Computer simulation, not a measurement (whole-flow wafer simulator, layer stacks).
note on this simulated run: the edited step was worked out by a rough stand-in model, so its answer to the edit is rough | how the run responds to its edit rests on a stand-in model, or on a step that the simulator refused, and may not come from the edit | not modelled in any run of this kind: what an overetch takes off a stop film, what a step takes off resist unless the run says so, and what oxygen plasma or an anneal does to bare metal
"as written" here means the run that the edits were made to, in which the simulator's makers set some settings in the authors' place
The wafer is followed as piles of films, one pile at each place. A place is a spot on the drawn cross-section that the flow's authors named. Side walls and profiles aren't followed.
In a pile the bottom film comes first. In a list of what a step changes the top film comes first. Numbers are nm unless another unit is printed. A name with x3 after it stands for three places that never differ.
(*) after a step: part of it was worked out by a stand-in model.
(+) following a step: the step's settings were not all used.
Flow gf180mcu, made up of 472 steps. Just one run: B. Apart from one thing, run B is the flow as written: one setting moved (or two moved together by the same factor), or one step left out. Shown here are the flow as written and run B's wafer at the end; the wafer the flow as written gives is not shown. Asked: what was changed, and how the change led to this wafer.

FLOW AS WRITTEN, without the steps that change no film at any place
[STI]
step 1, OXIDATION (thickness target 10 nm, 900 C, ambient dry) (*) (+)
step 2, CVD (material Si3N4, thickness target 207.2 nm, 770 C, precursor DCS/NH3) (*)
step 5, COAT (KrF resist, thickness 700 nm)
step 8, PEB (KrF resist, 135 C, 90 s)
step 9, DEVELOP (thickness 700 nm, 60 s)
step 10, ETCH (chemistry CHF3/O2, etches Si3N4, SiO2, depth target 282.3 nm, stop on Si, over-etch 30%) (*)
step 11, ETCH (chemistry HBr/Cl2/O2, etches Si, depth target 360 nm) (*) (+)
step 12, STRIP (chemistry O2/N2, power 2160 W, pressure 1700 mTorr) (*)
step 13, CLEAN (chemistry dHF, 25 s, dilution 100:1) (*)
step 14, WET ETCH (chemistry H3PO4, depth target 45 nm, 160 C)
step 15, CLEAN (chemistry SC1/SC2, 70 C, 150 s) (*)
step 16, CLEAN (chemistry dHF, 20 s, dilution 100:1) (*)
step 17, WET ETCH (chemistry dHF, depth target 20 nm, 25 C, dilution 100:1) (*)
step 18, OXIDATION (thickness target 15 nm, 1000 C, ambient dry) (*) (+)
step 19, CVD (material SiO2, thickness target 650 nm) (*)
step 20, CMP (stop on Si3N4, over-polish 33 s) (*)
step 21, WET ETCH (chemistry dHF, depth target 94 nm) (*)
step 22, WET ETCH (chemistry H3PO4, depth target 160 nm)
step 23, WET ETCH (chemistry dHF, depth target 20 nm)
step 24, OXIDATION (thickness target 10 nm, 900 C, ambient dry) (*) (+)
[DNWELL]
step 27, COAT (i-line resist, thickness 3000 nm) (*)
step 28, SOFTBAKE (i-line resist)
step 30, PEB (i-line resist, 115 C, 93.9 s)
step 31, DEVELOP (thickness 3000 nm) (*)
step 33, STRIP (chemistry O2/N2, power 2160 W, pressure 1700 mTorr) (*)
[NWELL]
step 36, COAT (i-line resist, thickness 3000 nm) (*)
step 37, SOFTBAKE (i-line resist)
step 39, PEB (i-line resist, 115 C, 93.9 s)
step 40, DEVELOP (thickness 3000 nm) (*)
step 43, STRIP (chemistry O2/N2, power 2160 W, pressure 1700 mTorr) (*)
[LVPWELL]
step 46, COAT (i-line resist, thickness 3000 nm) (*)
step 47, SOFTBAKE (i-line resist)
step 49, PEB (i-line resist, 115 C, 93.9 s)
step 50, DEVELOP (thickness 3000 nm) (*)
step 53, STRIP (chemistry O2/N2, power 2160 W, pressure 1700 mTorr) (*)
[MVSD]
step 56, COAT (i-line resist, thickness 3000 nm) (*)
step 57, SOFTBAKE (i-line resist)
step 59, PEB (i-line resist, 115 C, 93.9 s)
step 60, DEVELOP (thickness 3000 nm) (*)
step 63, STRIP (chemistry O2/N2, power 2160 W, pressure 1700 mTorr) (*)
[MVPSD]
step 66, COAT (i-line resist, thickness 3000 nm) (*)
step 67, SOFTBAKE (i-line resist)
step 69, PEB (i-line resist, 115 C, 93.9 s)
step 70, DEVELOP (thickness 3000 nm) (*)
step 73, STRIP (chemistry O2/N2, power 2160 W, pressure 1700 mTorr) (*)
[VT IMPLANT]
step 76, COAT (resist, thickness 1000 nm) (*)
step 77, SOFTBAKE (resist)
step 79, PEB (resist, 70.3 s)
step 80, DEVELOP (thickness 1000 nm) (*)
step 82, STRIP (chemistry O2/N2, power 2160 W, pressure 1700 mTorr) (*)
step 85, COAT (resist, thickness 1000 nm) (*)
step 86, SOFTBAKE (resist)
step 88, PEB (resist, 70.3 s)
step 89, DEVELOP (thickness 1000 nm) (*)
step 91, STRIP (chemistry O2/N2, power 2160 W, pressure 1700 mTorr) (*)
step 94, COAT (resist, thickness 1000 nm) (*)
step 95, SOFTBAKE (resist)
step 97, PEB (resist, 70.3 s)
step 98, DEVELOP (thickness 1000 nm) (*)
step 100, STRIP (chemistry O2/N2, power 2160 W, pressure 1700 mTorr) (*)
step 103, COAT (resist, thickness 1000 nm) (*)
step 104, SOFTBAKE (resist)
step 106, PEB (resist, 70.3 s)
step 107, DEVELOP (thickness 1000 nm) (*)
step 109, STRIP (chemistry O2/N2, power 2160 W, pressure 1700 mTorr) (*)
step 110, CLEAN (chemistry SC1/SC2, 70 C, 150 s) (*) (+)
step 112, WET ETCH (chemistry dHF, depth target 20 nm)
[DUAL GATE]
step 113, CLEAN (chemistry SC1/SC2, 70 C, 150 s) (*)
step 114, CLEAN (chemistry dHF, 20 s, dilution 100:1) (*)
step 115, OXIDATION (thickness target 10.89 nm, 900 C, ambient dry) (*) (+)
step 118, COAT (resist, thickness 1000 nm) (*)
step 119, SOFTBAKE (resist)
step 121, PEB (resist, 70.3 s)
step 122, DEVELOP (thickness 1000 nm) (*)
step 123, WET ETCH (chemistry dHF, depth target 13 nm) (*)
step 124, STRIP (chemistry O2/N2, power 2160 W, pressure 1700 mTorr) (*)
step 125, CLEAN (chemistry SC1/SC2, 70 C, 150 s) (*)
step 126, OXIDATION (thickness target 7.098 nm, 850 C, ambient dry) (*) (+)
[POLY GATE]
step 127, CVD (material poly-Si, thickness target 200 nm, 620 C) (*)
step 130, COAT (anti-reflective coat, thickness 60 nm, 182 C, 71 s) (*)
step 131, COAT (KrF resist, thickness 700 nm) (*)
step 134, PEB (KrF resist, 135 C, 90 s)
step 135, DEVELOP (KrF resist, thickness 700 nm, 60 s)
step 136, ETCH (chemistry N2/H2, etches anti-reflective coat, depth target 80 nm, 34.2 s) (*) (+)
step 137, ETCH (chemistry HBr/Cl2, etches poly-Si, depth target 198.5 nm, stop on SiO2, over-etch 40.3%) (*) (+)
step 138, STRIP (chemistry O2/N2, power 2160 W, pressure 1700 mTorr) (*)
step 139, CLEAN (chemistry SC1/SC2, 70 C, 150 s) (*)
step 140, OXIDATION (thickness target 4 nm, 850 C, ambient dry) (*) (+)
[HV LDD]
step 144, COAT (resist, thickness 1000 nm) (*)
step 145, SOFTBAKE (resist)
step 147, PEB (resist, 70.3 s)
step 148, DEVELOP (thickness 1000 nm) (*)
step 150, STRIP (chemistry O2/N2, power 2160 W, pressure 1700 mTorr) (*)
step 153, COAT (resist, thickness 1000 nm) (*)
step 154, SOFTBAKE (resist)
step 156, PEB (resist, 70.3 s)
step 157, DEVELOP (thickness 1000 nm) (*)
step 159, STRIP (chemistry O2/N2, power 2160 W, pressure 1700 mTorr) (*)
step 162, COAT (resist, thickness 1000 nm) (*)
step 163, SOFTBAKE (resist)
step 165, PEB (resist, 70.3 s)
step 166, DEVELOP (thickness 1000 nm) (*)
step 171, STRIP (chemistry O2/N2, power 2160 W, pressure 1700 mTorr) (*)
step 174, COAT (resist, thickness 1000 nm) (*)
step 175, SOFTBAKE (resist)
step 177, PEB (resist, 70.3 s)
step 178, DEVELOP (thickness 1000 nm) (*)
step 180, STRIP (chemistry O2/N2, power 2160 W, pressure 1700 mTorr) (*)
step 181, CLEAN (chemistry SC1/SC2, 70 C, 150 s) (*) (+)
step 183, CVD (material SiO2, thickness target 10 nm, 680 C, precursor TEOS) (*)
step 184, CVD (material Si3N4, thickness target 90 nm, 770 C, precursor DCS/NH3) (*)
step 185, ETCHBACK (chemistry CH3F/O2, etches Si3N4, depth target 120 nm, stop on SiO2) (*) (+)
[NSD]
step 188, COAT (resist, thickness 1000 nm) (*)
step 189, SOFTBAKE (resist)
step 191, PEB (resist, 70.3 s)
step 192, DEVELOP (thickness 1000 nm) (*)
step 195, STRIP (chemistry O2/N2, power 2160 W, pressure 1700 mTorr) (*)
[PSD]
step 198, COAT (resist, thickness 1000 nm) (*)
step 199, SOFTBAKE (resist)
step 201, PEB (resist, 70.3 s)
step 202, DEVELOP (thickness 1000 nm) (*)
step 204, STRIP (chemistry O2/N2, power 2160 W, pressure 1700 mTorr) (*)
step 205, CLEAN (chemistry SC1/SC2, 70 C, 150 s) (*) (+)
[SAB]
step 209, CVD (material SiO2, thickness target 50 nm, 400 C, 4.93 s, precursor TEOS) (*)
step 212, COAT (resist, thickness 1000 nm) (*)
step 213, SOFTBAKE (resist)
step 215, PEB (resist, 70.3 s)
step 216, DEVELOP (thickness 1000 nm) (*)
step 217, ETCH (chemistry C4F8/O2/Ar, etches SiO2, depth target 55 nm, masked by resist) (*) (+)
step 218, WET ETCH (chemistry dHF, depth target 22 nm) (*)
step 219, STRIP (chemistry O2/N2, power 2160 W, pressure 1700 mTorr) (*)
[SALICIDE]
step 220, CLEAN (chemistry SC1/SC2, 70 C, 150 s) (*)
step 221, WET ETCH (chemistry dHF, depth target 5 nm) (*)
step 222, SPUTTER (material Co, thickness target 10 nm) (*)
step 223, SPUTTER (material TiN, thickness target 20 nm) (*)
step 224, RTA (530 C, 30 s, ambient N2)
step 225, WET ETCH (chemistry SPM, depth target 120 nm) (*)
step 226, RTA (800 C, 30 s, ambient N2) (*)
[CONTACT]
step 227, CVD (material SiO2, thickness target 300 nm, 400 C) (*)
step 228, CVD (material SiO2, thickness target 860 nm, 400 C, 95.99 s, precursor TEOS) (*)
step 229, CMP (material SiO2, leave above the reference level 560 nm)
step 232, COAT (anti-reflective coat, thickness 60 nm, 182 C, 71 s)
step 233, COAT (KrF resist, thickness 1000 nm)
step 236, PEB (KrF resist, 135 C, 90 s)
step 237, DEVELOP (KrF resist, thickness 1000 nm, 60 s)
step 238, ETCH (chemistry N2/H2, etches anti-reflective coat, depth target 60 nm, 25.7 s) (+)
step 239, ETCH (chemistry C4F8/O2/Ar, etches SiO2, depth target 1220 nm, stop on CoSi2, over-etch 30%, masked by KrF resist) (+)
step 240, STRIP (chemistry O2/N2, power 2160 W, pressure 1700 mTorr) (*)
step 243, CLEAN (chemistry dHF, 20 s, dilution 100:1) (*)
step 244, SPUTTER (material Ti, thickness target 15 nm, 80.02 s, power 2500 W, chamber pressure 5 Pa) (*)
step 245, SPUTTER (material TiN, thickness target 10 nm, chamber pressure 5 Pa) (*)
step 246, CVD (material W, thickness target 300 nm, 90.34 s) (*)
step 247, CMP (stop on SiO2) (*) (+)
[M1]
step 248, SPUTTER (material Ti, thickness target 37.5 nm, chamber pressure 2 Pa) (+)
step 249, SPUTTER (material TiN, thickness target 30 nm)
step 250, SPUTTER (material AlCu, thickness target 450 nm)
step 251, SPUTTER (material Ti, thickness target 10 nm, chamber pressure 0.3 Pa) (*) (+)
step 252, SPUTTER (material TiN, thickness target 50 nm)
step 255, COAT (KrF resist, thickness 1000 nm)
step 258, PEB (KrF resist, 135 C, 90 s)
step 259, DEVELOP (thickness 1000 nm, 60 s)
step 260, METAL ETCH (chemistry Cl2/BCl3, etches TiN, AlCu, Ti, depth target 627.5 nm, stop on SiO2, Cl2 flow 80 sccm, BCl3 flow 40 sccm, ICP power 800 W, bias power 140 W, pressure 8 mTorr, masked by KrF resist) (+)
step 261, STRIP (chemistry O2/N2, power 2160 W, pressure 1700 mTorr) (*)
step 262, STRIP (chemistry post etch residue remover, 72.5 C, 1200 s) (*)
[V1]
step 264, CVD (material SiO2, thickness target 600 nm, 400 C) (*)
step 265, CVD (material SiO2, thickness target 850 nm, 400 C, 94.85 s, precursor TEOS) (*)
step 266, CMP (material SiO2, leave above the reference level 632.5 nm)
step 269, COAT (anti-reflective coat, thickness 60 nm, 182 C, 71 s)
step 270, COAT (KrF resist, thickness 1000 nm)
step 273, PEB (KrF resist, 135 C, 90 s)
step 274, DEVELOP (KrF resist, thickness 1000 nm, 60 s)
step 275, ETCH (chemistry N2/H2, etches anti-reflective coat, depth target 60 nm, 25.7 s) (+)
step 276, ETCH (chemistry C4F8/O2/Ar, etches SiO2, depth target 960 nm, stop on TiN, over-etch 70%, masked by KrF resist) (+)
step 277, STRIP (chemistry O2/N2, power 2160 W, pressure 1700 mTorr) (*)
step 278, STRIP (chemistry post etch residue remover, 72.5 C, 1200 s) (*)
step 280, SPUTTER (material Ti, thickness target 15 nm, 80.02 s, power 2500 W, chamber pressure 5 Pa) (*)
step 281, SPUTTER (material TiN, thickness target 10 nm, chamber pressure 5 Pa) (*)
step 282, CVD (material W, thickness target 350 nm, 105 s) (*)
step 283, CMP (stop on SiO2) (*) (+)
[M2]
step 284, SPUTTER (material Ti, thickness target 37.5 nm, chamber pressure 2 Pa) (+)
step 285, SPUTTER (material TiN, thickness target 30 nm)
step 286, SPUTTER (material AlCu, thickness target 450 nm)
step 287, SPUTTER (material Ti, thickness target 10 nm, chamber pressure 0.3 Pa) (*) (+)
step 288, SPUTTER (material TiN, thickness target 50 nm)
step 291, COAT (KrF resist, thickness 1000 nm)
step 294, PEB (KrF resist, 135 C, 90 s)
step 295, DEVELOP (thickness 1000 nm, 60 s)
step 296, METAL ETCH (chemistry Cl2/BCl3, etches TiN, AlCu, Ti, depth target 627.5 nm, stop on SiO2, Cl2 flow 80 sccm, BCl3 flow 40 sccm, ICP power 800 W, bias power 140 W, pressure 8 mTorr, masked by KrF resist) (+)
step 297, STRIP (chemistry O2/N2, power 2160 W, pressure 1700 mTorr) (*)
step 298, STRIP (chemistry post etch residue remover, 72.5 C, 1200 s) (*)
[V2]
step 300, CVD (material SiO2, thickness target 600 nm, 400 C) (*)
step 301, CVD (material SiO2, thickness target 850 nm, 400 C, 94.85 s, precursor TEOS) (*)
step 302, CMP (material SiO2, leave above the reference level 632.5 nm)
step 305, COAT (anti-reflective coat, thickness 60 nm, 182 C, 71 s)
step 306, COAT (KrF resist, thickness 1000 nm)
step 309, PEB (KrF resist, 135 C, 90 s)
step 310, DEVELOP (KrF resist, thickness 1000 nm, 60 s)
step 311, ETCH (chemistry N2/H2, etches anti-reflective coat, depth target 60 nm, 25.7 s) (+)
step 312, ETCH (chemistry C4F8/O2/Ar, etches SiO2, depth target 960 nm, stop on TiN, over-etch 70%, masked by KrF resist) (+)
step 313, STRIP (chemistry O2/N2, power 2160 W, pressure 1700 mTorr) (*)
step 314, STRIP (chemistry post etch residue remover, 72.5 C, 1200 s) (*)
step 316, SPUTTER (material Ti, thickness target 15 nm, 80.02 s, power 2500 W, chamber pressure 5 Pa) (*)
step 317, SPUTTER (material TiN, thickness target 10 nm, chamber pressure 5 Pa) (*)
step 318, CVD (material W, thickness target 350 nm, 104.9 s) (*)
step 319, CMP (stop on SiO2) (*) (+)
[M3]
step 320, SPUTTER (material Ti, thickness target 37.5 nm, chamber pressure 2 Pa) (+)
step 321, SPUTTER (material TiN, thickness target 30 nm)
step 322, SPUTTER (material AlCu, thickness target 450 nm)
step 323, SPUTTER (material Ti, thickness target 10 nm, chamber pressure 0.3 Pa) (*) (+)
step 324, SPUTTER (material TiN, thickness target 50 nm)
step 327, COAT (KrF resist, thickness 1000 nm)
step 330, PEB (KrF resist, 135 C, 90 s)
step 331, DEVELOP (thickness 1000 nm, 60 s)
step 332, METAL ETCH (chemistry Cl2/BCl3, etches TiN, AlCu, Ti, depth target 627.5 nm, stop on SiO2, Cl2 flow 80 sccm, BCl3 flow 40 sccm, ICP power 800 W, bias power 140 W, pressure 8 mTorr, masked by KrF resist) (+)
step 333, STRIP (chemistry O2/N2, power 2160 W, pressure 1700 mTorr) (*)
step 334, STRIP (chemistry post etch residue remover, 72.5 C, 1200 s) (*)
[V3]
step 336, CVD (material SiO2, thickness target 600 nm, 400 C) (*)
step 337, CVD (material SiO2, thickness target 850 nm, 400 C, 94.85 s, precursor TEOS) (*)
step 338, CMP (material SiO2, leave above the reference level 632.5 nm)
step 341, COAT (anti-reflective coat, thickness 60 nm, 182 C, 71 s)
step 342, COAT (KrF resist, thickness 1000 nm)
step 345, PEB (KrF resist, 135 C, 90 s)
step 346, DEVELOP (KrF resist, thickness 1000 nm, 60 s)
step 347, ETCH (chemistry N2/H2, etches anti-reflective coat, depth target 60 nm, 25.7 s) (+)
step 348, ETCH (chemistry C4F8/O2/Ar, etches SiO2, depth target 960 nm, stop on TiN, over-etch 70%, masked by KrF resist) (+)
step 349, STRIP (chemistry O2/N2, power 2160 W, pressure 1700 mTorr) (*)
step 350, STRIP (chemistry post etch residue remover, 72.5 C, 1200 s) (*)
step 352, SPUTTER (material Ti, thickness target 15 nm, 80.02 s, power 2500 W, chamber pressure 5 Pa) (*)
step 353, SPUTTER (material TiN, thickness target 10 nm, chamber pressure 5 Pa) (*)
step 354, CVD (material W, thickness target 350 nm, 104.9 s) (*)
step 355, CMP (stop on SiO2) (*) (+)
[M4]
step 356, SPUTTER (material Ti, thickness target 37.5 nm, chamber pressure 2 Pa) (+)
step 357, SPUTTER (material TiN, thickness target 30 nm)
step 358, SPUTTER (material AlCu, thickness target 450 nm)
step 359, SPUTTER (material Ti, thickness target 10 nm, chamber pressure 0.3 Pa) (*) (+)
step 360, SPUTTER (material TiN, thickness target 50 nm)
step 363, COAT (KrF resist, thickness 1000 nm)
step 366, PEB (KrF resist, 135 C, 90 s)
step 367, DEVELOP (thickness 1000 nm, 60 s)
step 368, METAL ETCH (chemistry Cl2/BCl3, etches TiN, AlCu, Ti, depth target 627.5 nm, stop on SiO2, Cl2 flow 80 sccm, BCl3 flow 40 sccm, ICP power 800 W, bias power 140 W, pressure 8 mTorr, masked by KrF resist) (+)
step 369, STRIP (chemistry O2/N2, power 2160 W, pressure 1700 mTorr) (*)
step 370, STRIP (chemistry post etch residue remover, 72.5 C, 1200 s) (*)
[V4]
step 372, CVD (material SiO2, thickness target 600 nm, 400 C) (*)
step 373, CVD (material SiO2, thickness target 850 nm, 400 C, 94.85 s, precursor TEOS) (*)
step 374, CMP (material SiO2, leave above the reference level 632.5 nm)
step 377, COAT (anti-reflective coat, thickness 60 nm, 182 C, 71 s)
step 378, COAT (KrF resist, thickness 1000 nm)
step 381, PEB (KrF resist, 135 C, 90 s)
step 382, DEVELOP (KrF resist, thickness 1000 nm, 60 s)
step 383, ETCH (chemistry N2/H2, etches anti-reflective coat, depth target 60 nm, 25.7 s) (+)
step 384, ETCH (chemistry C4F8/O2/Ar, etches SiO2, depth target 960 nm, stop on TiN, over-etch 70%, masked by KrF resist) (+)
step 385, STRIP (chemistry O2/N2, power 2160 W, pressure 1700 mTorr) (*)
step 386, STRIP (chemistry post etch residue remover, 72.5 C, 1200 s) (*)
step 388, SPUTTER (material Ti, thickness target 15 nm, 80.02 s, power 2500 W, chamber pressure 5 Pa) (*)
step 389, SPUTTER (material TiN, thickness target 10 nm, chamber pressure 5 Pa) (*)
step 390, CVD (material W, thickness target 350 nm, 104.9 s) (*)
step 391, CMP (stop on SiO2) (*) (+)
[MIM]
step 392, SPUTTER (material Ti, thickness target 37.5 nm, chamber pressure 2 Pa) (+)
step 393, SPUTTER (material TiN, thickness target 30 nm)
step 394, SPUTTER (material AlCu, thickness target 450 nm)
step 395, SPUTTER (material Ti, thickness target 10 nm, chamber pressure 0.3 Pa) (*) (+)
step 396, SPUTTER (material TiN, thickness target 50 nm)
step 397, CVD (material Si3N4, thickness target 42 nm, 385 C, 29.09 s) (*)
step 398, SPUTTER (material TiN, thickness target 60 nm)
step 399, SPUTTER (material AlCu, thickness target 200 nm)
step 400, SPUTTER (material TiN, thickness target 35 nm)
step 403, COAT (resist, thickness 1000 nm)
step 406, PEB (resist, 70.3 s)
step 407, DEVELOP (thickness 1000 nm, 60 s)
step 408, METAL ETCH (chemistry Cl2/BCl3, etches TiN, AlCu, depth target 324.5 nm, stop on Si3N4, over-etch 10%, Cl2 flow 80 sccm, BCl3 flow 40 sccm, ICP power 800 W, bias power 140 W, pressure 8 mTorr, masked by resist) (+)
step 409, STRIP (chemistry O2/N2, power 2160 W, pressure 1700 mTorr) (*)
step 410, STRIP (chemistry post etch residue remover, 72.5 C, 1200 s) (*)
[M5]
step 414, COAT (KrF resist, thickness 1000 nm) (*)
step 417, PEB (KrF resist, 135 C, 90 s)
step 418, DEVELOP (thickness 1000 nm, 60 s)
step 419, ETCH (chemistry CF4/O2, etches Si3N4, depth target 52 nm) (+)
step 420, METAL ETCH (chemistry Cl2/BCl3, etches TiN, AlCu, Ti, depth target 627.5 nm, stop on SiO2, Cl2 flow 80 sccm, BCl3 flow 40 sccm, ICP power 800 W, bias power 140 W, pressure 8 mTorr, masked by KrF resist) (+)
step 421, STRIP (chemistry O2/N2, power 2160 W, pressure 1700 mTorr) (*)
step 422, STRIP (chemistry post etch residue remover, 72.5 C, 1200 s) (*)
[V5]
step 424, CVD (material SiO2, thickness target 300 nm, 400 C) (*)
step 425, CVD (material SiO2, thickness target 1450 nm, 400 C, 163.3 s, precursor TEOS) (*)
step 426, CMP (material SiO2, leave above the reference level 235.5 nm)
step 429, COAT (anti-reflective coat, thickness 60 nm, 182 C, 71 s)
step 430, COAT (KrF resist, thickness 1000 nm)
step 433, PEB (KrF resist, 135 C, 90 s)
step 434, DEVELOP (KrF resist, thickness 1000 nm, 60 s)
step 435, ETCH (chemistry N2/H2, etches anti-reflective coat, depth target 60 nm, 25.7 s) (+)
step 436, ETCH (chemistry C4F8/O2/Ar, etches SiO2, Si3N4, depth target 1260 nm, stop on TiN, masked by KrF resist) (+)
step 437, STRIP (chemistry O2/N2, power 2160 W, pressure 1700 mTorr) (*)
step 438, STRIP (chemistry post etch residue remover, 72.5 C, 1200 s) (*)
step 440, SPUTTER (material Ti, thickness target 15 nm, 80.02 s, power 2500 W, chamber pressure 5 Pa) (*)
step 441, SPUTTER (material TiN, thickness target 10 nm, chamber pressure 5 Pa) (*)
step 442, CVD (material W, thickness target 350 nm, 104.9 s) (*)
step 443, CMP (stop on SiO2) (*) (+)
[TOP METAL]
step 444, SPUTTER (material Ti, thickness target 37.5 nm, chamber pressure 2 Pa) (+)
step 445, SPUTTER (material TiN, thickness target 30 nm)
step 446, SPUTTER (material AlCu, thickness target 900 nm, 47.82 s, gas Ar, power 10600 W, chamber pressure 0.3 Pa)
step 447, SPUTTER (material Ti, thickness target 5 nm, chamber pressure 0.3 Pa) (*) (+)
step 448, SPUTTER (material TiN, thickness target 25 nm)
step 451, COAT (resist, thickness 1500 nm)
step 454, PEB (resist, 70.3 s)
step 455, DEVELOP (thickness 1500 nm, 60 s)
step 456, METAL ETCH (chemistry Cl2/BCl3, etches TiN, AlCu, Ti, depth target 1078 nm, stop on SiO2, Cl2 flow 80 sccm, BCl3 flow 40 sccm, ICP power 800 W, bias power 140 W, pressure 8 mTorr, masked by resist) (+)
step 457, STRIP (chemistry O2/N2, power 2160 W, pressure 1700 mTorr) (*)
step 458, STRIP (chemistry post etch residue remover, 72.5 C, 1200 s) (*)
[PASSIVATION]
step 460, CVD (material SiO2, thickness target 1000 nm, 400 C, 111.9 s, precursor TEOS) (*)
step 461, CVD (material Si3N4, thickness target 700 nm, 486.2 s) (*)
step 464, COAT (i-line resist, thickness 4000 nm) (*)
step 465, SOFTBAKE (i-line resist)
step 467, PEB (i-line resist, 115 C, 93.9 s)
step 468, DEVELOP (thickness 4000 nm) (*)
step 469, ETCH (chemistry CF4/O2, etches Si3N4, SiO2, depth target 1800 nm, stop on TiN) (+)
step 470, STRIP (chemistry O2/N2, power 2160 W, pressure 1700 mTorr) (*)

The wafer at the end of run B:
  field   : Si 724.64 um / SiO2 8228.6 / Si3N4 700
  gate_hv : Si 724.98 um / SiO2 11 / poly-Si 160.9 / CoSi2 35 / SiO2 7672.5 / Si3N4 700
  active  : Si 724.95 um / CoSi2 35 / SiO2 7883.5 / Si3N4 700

Cause: step 126, OXIDATION: 722 C was run, whereas the flow has 850 C.

How this came from the change, step by step:
  step 126, OXIDATION (thickness target 7.098 nm, 850 C, ambient dry) (*) (+)
      field_sub__w1, field_sub__w3, field_sub__w4 and 18 more: nothing (it would be, as written: SiO2 gains 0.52, Si loses 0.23)
      sti, mim_1p0, pad and 7 more: nothing (it would be, as written: SiO2 gains 0.53, Si loses 0.24)
      (also at 61 further places)
  step 130, COAT (anti-reflective coat, thickness 60 nm, 182 C, 71 s) (*)
      p_well, spacer, sd_n: anti-reflective coat gains 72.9 (new film) (it would be, as written: anti-reflective coat gains 70.9 (new film))
      field_sub__w1: anti-reflective coat gains 45.8 (new film) (it would be, as written: anti-reflective coat gains 46.8 (new film))
      (also at 3 further places)
  step 136, ETCH (chemistry N2/H2, etches anti-reflective coat, depth target 80 nm, 34.2 s) (*) (+)
      p_well, spacer, sd_n: anti-reflective coat loses 72.9 (all of it), poly-Si loses 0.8 (it would be, as written: anti-reflective coat loses 70.9 (all of it), poly-Si loses 0.85)
      field_sub__w1: anti-reflective coat loses 45.8 (all of it), poly-Si loses 1.49 (it would be, as written: anti-reflective coat loses 46.8 (all of it), poly-Si loses 1.47)
      (also at 3 further places)
  step 140, OXIDATION (thickness target 4 nm, 850 C, ambient dry) (*) (+)
      active, n_well, p_well and 10 more: SiO2 gains 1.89, Si loses 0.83 (it would be, as written: SiO2 gains 1.17, Si loses 0.51)
  step 145, SOFTBAKE (resist)
      active_nat: resist gains 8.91 (it would be, as written: resist gains 4.68)
  step 154, SOFTBAKE (resist)
      active_nat: resist gains 8.91 (it would be, as written: resist gains 4.68)
  step 163, SOFTBAKE (resist)
      active_nat: resist gains 8.91 (it would be, as written: resist gains 4.68)
  step 175, SOFTBAKE (resist)
      active_nat: resist gains 8.91 (it would be, as written: resist gains 4.68)
  step 189, SOFTBAKE (resist)
      field__w9: resist loses 3.07 (it would be, as written: resist gains 6.92)
      active_hv: resist loses 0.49 (it would be, as written: resist gains 2.68)
      (also at 1 further place)
  step 199, SOFTBAKE (resist)
      field__w9: resist loses 3.07 (it would be, as written: resist gains 6.92)
      active_hv: resist loses 0.49 (it would be, as written: resist gains 2.68)
      (also at 1 further place)
  step 218, WET ETCH (chemistry dHF, depth target 22 nm) (*)
      active, p_well, sd_n, iso_ptap_pw, iso_ntap_nw, iso_ptap_sub, vpnp_e: SiO2 loses 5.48 (all of it) (it would be, as written: SiO2 loses 9.01 (all of it))
      ldn_tap, ldn_src, ldn_drn, ldp_tap, ldp_src, ldp_drn, ldp_gr: SiO2 loses 12.9 (all of it) (it would be, as written: SiO2 loses 16 (all of it))
      (also at 9 further places)
  step 223, SPUTTER (material TiN, thickness target 20 nm) (*)
      field__w12: TiN gains 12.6 (new film) (it would be, as written: TiN gains 12 (new film))
  step 225, WET ETCH (chemistry SPM, depth target 120 nm) (*)
      field__w12: TiN loses 12.6 (all of it), Co loses 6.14 (all of it) (it would be, as written: TiN loses 12 (all of it), Co loses 6.15 (all of it))
